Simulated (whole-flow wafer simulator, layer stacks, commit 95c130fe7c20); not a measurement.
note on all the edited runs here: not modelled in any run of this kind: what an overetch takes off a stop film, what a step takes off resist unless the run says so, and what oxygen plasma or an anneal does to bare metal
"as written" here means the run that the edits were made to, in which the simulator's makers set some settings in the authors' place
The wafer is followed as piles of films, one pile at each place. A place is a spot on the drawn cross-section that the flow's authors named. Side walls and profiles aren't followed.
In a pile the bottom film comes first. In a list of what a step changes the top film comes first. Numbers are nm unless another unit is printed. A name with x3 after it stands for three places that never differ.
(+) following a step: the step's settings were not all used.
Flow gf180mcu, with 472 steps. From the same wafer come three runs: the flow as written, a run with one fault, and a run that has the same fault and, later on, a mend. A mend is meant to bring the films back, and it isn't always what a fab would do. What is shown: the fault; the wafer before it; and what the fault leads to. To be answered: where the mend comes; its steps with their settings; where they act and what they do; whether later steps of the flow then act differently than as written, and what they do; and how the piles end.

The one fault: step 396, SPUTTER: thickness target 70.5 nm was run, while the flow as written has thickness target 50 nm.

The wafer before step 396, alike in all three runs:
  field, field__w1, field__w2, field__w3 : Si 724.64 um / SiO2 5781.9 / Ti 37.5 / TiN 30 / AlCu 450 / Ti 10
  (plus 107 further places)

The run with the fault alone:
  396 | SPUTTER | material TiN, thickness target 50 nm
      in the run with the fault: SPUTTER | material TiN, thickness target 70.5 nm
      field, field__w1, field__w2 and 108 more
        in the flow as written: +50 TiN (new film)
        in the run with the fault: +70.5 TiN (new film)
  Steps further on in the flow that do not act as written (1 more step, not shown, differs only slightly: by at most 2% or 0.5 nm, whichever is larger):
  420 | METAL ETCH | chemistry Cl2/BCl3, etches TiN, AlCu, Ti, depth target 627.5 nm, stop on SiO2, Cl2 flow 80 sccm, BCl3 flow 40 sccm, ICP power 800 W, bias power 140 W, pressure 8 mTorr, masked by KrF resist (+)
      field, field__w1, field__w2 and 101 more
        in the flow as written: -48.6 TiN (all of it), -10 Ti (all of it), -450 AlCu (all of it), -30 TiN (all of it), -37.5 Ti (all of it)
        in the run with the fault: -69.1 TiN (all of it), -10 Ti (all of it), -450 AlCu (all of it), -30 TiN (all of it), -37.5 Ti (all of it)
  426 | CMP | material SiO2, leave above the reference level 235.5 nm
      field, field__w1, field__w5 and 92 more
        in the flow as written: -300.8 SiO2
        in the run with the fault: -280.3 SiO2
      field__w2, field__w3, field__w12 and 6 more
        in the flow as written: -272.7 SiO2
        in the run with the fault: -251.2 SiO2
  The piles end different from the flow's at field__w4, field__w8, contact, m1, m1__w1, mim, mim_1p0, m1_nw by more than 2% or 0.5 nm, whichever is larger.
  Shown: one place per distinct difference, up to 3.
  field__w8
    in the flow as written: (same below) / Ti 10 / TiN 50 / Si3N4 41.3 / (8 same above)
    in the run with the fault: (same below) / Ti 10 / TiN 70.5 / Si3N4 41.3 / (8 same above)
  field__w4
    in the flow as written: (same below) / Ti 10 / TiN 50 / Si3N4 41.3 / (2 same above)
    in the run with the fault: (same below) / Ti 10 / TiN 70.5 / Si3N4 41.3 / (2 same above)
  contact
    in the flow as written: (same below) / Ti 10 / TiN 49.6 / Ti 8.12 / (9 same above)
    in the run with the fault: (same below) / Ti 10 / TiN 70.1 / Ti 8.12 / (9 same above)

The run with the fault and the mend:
  The mend stands after step 396.
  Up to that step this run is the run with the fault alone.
  396a | METAL ETCH | chemistry Cl2/BCl3, etches TiN, AlCu, Ti, depth target 20.5 nm, Cl2 flow 80 sccm, BCl3 flow 40 sccm, ICP power 800 W, bias power 140 W, pressure 8 mTorr (the flow's step 260 again, with other settings)
      field, field__w1, field__w2 and 108 more
        -20.5 TiN
  Later steps of the flow that are run all act as written at every place that is followed.
  The piles end the same as the flow's at every place that both follow.
